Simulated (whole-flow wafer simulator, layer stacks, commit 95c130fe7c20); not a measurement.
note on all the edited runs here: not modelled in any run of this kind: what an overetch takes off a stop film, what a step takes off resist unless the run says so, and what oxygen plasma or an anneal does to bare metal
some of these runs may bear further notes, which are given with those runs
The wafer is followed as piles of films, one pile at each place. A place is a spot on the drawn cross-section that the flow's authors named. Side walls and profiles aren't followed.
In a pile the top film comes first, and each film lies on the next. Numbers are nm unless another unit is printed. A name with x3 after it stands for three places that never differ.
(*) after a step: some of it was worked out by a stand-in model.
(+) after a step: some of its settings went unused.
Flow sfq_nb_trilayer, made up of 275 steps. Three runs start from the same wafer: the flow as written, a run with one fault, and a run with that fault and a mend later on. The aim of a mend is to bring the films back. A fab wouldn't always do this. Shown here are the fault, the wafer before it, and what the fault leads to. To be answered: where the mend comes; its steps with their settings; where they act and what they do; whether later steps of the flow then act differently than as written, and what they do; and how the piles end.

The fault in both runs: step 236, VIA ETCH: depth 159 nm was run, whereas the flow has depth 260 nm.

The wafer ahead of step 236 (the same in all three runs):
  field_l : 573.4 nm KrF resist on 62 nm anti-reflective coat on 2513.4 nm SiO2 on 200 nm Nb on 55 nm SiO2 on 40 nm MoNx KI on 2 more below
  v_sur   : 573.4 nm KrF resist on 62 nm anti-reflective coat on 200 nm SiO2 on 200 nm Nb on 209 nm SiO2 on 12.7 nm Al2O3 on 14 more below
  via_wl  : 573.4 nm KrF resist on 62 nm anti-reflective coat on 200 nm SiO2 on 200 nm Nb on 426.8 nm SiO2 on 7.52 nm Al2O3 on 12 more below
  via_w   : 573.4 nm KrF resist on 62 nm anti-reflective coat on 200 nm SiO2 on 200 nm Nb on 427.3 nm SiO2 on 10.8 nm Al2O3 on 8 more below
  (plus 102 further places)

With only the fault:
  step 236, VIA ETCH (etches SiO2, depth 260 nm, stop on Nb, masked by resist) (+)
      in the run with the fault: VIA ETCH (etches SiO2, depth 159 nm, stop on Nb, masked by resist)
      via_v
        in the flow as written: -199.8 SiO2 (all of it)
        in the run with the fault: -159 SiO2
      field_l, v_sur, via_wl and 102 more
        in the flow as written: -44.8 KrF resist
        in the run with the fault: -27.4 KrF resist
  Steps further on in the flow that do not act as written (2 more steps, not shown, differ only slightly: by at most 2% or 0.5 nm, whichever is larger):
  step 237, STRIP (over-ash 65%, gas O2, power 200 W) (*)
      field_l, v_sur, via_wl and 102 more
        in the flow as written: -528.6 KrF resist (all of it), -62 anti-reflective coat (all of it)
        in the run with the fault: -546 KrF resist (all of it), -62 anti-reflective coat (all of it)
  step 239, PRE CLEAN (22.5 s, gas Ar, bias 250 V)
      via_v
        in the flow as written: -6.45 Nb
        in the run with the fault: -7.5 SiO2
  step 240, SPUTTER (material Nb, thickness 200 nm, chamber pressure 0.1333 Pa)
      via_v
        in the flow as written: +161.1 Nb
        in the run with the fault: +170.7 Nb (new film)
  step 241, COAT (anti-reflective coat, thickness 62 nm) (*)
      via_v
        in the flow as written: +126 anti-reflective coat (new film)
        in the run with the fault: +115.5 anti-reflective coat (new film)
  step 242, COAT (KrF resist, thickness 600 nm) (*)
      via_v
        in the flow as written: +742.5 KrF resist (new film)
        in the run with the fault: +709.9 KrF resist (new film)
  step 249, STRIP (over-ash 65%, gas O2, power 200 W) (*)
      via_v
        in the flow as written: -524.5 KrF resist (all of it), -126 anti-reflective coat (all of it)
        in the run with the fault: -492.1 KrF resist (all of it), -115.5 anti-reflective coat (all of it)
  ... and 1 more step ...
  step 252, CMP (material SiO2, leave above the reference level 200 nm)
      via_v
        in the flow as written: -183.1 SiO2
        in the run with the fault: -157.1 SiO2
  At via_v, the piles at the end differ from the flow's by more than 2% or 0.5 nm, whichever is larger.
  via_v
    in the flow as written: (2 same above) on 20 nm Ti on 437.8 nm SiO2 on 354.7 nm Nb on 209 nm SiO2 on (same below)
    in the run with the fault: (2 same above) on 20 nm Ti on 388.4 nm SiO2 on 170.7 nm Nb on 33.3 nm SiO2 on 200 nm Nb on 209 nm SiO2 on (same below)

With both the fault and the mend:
  After step 236 comes the mend.
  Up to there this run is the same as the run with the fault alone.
  step 236a, VIA ETCH (etches SiO2, depth 101 nm, stop on Nb, masked by resist) (+) (the flow's step 236, run once more with other settings)
      field_l, v_sur, via_wl and 102 more
        -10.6 KrF resist
      via_v
        -40.8 SiO2 (all of it)
  Later steps of the flow that are run all act as written at every place that is followed, up to a difference of at most 2% or 0.5 nm, whichever is larger.
  At every place that both follow, the piles at the end match the flow's.
